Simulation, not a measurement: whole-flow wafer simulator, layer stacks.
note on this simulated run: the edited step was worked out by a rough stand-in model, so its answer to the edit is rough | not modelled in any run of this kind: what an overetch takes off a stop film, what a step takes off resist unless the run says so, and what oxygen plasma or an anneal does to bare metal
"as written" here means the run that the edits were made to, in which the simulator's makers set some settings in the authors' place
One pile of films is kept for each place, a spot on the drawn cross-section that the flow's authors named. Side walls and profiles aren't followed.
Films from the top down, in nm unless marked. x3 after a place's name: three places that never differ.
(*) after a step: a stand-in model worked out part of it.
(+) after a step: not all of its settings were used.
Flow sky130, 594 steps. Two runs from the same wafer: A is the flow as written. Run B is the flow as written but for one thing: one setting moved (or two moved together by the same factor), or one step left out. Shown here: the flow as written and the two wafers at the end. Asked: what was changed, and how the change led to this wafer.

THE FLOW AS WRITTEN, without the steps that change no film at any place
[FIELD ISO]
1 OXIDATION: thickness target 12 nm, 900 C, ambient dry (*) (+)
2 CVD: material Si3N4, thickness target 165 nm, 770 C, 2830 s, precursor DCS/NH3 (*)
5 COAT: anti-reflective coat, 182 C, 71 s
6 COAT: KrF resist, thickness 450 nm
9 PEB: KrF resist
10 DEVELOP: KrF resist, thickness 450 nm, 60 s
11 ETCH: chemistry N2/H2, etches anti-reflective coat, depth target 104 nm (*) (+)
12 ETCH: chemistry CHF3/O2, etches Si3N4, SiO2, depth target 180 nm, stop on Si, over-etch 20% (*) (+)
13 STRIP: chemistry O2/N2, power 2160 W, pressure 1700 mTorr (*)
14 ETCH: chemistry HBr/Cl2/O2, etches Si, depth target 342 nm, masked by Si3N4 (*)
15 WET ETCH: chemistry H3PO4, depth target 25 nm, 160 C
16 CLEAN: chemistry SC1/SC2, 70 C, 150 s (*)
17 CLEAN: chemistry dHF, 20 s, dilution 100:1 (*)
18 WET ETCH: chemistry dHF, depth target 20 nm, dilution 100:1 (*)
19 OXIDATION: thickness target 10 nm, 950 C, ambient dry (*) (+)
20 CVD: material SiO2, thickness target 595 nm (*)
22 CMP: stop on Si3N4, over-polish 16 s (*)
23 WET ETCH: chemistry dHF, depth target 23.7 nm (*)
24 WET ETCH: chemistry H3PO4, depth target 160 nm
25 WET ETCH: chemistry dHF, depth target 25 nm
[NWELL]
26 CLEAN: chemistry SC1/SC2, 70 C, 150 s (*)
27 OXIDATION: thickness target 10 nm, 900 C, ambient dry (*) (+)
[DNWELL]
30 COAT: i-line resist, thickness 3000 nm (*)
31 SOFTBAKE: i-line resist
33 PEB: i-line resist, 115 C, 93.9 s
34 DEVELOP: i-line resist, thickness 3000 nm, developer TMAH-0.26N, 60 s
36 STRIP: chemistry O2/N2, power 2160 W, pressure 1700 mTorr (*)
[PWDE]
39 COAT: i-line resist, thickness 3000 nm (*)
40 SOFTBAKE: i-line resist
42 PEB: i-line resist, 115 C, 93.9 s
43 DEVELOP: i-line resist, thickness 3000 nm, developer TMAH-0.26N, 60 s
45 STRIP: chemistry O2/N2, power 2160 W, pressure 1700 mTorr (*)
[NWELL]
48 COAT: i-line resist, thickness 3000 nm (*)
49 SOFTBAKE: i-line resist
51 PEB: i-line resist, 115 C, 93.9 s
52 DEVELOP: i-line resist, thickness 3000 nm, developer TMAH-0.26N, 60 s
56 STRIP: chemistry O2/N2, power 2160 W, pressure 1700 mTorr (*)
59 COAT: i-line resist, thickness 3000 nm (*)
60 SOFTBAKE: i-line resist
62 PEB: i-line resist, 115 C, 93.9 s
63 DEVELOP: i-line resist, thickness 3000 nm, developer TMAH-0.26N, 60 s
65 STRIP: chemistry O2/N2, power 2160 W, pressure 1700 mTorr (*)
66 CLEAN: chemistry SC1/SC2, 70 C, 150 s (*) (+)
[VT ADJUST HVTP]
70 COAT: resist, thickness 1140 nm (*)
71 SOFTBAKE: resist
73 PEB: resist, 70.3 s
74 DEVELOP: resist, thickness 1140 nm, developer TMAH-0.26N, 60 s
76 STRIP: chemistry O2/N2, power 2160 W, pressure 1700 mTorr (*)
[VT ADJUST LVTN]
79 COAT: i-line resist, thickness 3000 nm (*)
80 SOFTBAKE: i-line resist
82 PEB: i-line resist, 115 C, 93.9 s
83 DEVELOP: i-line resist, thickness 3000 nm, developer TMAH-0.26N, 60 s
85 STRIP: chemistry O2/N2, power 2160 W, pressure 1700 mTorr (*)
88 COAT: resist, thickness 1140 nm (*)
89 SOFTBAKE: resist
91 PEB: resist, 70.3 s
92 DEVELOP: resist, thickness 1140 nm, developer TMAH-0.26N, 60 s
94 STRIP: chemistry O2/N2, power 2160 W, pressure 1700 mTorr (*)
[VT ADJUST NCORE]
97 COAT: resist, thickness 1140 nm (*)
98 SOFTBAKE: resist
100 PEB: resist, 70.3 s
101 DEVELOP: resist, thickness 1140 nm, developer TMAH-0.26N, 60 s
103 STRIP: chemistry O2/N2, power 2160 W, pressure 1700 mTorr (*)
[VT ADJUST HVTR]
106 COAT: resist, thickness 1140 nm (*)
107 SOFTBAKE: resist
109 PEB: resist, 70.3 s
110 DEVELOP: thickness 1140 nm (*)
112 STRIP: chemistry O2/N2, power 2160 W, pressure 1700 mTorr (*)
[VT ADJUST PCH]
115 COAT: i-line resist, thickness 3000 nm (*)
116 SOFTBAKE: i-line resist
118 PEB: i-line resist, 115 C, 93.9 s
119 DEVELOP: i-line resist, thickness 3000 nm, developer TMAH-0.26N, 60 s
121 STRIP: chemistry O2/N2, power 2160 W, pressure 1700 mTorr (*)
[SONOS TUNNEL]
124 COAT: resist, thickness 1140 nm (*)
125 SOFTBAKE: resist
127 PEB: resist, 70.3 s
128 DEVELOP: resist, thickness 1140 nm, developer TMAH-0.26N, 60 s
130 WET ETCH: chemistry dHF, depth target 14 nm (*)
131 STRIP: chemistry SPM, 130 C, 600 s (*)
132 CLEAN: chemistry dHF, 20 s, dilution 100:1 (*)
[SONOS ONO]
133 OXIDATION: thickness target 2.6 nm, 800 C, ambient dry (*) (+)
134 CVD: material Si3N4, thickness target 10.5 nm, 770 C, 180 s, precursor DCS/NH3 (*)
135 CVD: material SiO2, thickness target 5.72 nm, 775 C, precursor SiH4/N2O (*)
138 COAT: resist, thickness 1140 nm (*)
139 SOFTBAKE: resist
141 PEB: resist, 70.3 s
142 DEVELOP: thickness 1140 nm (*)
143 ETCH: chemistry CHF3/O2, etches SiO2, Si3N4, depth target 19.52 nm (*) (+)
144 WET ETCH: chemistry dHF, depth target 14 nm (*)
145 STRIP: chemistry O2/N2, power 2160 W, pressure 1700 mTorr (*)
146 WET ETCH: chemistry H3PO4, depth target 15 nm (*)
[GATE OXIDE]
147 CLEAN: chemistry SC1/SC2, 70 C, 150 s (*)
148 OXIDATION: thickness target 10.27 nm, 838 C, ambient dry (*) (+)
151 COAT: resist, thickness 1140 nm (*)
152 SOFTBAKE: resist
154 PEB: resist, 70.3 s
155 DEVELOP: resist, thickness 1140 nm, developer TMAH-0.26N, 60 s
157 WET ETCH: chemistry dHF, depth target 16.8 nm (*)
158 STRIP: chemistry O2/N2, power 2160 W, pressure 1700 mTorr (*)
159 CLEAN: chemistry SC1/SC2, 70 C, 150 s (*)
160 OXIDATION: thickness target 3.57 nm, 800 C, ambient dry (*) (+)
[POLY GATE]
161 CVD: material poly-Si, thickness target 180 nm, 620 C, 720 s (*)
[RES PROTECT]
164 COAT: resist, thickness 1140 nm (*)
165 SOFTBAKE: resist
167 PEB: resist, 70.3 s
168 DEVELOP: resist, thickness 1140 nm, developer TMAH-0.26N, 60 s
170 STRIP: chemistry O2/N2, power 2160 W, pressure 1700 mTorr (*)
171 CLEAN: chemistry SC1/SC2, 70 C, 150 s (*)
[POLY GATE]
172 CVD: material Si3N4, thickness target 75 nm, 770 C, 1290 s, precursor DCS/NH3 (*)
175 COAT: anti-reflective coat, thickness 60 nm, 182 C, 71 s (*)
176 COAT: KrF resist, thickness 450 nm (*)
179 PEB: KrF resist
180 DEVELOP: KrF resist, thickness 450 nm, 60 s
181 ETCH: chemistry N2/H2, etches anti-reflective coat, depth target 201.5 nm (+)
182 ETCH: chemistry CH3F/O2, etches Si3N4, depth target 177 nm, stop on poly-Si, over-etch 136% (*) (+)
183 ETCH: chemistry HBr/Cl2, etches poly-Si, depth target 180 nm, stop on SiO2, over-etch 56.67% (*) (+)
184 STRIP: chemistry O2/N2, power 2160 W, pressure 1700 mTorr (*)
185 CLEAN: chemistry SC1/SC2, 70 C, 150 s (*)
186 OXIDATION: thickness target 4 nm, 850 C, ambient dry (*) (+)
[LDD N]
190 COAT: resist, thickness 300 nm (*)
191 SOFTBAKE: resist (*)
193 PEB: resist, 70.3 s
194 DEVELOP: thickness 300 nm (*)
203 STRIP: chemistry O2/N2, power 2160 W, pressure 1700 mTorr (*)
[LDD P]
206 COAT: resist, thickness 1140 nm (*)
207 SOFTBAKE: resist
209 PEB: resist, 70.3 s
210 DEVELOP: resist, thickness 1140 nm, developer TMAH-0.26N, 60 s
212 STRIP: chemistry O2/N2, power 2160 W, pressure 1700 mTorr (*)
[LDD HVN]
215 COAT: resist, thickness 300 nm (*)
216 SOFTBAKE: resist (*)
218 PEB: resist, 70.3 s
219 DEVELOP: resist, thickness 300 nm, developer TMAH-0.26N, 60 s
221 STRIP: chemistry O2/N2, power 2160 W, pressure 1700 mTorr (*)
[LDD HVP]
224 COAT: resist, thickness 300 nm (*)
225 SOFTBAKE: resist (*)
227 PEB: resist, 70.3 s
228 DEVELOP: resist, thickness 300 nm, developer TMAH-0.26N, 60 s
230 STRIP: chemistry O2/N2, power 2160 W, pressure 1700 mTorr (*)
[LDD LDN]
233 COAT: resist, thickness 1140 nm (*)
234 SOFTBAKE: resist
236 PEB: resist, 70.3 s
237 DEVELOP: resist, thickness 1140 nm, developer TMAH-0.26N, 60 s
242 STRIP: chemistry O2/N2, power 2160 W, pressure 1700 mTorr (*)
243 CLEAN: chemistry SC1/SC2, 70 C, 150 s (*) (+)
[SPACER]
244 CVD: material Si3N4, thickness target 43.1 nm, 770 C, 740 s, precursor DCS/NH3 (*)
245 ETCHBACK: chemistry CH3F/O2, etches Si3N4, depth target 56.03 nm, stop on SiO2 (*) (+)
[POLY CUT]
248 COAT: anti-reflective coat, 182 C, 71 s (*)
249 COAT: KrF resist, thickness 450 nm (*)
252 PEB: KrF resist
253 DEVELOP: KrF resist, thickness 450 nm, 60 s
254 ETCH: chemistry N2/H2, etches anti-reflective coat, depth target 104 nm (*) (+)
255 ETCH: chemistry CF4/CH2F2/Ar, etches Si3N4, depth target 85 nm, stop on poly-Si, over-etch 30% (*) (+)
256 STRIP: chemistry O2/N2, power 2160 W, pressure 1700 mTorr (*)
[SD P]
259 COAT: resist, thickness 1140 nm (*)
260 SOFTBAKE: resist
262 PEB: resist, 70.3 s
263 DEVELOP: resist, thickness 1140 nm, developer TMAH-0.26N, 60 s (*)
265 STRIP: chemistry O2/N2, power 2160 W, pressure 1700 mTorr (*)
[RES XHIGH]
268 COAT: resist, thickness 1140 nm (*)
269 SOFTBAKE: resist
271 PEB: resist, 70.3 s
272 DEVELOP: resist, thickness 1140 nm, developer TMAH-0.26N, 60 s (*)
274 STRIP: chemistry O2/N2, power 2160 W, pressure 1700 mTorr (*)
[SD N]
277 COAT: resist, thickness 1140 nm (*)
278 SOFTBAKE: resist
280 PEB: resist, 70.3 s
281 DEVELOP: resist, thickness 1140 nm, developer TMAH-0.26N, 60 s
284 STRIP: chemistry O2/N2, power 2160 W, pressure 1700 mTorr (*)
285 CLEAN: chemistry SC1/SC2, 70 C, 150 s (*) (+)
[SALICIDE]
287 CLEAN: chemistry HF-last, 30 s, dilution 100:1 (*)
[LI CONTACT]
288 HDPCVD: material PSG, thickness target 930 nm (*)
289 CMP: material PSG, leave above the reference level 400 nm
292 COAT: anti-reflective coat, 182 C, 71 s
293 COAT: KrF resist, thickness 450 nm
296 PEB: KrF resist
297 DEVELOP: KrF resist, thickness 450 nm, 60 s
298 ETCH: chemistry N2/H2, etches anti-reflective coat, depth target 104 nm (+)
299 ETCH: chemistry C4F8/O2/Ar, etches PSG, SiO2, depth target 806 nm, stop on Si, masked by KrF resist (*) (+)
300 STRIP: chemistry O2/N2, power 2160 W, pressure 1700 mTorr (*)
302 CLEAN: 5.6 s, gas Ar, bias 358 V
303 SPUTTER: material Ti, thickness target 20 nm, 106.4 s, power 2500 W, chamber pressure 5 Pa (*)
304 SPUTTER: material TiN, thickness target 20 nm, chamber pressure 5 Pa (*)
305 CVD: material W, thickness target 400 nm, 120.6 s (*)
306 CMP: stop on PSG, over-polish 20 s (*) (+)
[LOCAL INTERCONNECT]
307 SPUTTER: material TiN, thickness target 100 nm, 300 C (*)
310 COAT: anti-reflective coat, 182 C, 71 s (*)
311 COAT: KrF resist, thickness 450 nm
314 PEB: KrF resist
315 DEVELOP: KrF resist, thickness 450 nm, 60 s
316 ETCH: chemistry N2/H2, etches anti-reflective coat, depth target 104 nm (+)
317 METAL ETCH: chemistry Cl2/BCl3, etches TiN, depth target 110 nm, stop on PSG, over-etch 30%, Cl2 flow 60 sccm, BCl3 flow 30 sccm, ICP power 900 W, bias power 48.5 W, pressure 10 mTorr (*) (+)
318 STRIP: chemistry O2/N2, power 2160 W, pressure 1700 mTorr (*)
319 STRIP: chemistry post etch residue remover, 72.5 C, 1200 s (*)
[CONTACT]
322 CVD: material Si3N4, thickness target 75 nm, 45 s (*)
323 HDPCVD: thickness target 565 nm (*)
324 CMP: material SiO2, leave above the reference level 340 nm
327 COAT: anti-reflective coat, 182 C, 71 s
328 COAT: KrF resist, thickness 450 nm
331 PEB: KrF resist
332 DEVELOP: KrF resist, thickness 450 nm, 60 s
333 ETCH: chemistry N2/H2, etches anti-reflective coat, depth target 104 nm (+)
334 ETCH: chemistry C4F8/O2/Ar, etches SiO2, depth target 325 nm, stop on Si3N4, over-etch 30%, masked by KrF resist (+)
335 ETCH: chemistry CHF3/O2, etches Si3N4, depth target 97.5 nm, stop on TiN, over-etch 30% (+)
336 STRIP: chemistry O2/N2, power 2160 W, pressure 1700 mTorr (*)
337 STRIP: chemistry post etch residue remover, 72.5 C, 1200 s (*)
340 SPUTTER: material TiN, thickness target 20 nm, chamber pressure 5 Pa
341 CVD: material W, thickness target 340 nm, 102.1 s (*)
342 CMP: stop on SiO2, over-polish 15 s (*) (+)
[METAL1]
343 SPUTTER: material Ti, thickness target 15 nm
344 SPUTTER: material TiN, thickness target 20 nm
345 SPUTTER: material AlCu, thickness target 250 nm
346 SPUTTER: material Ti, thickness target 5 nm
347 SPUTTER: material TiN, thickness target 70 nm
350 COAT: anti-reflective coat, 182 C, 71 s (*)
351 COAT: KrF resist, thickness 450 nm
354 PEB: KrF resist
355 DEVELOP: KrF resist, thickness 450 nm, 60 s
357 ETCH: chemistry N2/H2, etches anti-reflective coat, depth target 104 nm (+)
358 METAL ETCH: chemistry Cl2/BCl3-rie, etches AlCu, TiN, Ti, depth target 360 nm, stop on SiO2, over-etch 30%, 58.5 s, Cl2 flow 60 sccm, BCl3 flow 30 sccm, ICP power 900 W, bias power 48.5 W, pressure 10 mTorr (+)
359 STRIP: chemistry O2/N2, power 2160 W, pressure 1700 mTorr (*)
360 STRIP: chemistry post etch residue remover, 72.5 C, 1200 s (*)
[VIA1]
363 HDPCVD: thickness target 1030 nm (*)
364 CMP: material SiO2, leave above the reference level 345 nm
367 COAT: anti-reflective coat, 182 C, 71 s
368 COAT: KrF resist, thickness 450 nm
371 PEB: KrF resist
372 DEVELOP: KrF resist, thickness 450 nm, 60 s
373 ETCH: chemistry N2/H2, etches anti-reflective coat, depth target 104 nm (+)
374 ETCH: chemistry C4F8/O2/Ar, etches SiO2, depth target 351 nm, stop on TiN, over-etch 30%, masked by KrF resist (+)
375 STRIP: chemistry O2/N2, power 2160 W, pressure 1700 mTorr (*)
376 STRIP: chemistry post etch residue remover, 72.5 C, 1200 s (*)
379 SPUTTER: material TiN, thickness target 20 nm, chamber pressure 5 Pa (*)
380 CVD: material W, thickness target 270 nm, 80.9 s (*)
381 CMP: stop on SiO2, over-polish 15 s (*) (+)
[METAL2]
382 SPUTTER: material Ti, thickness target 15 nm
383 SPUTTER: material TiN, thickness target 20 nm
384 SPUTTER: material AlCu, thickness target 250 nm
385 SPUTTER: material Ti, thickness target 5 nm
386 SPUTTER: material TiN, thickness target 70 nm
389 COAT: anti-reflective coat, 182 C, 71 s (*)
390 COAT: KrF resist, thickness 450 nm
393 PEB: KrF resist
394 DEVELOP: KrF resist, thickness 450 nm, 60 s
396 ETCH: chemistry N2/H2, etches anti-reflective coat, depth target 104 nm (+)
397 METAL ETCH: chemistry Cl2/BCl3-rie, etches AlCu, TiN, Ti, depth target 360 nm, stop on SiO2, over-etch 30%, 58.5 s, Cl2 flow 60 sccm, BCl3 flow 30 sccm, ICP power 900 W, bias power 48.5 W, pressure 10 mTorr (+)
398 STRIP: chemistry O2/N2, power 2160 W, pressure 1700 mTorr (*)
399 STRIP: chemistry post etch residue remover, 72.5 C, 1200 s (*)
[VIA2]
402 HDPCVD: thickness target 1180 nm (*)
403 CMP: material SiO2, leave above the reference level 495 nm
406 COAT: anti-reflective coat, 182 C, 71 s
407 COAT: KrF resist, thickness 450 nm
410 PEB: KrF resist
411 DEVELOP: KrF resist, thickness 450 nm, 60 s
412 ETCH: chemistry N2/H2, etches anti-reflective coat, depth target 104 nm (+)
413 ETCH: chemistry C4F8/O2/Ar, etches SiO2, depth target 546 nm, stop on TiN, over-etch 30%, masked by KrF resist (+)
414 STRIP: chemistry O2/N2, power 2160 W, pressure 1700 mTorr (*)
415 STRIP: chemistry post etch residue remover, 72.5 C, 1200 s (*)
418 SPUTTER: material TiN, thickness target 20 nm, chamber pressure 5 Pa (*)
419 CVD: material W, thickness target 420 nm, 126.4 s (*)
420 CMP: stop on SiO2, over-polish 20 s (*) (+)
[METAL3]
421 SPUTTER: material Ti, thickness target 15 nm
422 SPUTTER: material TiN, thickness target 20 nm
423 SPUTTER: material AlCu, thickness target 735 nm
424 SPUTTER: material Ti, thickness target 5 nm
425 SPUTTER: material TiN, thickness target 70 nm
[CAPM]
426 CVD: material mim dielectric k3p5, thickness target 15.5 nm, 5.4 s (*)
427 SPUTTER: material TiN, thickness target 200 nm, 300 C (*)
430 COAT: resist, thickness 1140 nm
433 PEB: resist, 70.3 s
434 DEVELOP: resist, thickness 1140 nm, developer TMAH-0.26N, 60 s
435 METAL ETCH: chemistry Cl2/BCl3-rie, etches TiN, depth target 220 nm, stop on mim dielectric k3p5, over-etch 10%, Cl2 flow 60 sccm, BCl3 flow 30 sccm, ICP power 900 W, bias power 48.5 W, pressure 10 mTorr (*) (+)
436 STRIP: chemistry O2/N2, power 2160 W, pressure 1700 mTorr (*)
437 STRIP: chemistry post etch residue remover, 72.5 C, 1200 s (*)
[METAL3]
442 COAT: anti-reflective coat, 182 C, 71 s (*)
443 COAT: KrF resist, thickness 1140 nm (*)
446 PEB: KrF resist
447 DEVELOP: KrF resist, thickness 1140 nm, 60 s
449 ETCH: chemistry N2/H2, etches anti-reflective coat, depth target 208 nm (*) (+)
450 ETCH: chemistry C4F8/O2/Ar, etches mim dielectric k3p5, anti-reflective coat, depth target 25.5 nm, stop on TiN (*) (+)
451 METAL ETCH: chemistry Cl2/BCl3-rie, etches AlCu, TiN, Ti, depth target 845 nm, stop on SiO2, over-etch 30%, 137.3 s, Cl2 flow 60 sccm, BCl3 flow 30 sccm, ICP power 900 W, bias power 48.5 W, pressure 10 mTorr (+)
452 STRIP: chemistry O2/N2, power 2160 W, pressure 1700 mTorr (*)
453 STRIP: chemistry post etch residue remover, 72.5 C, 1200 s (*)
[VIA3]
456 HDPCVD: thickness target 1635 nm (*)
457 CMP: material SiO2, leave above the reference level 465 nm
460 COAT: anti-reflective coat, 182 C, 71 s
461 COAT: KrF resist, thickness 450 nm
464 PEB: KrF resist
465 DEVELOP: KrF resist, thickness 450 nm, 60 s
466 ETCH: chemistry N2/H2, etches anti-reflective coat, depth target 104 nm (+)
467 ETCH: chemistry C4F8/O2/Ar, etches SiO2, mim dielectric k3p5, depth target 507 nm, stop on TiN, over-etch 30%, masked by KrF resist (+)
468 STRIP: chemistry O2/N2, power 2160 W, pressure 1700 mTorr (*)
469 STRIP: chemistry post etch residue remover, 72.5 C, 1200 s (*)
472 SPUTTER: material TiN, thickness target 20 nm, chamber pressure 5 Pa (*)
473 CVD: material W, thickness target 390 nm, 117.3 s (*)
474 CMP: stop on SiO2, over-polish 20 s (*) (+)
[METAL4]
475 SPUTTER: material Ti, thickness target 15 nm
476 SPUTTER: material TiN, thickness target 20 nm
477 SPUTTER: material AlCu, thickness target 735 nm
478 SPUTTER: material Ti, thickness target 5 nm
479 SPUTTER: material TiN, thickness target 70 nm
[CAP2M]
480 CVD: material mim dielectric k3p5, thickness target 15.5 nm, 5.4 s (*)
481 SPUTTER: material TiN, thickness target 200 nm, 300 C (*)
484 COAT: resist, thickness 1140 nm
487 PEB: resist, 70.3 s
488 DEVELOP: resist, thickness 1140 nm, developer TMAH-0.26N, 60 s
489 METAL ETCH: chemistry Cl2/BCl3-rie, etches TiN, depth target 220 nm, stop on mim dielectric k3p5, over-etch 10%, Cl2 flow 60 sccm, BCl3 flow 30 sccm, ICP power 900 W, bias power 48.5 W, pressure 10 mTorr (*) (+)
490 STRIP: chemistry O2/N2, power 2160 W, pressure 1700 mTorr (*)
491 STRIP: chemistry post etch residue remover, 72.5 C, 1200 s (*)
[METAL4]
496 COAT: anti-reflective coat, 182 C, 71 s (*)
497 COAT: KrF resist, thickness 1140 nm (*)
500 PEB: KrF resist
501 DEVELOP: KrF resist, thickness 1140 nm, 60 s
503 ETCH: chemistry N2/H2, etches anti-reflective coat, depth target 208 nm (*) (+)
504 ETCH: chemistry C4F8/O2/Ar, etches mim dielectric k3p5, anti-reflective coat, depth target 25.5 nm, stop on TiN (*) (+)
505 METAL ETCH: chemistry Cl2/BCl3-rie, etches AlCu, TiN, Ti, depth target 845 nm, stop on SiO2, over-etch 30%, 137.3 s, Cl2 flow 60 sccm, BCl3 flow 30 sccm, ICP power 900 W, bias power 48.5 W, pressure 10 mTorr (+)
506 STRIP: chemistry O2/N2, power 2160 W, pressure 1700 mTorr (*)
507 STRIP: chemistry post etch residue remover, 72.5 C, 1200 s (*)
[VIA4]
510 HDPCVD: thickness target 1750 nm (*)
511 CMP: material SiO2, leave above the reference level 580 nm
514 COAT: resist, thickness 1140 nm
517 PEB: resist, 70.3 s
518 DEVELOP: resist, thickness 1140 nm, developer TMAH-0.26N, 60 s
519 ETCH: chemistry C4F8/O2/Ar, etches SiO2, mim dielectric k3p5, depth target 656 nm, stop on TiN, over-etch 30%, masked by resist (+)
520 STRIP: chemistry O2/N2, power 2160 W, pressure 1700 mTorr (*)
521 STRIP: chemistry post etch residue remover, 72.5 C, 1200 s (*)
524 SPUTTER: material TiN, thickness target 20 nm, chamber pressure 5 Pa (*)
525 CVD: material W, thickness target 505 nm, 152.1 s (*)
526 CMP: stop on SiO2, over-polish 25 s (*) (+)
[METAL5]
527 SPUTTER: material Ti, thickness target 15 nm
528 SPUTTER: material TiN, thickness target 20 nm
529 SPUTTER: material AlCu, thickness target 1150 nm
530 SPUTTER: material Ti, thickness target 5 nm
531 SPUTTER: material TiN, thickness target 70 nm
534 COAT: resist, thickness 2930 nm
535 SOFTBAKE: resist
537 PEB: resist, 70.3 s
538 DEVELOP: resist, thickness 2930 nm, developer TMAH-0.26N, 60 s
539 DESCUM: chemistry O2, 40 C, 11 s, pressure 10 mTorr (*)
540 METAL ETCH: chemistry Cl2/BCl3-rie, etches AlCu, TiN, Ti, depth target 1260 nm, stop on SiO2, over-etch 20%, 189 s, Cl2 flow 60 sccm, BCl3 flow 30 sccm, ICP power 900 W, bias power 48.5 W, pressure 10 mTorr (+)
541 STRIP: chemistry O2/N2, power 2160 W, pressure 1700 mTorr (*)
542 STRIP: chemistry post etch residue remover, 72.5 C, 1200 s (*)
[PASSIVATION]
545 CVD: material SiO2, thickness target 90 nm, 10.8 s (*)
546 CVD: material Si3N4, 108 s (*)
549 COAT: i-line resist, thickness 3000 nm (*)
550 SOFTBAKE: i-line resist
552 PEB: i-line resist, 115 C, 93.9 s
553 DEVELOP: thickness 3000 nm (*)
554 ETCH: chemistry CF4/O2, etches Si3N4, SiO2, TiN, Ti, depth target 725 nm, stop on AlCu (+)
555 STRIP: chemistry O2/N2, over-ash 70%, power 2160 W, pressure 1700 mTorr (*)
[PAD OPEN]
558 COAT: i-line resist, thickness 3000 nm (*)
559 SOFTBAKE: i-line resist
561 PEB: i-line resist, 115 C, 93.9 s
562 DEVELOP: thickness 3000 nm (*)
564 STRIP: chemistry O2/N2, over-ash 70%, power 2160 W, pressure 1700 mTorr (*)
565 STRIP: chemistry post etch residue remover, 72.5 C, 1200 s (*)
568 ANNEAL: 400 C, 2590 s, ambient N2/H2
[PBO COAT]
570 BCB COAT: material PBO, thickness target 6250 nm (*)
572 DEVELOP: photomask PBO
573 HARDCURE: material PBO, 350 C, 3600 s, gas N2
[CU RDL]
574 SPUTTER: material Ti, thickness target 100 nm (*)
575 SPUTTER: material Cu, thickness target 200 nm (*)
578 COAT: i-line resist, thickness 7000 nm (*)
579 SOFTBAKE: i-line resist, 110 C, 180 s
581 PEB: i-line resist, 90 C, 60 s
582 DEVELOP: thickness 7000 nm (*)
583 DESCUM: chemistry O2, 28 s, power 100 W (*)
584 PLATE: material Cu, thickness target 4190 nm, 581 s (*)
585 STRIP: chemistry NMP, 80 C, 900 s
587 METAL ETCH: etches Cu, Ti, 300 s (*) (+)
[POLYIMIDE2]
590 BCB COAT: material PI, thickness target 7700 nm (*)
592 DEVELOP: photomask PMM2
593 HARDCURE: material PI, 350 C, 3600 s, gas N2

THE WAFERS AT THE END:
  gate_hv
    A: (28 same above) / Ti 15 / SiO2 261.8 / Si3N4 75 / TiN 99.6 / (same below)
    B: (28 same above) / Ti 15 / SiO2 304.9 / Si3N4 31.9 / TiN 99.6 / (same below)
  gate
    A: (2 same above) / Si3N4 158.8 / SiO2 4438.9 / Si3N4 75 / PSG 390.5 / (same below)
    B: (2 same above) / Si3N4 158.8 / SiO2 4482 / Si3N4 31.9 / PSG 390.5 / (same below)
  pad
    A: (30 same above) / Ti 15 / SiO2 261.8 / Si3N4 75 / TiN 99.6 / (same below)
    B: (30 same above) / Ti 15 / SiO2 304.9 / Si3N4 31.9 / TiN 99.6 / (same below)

The cause: step 322, CVD: thickness target 31.9 nm was run, where the flow has thickness target 75 nm; step 322, CVD: 19.1 s was run, where the flow has 45 s.
It can be read off the wafer: gate_hv has Si3N4 31.9, and step 322 as written asks for 75 nm.

How the change led to this, step by step:
  322 CVD: material Si3N4, thickness target 75 nm, 45 s (*)
      field, active, n_well and 188 more: A Si3N4 +75 (new film) | B Si3N4 +31.9 (new film)
  324 CMP: material SiO2, leave above the reference level 340 nm
      n_well, p_well, gate_hv and 93 more: A SiO2 -300 | B SiO2 -256.9
      field, active, gate and 88 more: A SiO2 -200.4 | B SiO2 -157.3
      (and at 4 more places)
  334 ETCH: chemistry C4F8/O2/Ar, etches SiO2, depth target 325 nm, stop on Si3N4, over-etch 30%, masked by KrF resist (+)
      poly_licon, ndiff_licon, ndiff_licon_cpp, rpo_hd_licon: A SiO2 -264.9 (all of it) | B SiO2 -308 (all of it)
  335 ETCH: chemistry CHF3/O2, etches Si3N4, depth target 97.5 nm, stop on TiN, over-etch 30% (+)
      field, active, n_well and 184 more: A KrF resist -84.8 | B KrF resist -36.1
      poly_licon, ndiff_licon, ndiff_licon_cpp, rpo_hd_licon: A Si3N4 -75 (all of it) | B Si3N4 -31.9 (all of it)
  336 STRIP: chemistry O2/N2, power 2160 W, pressure 1700 mTorr (*)
      field, active, n_well and 184 more: A KrF resist -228 (all of it), anti-reflective coat -80 (all of it) | B KrF resist -276.8 (all of it), anti-reflective coat -80 (all of it)
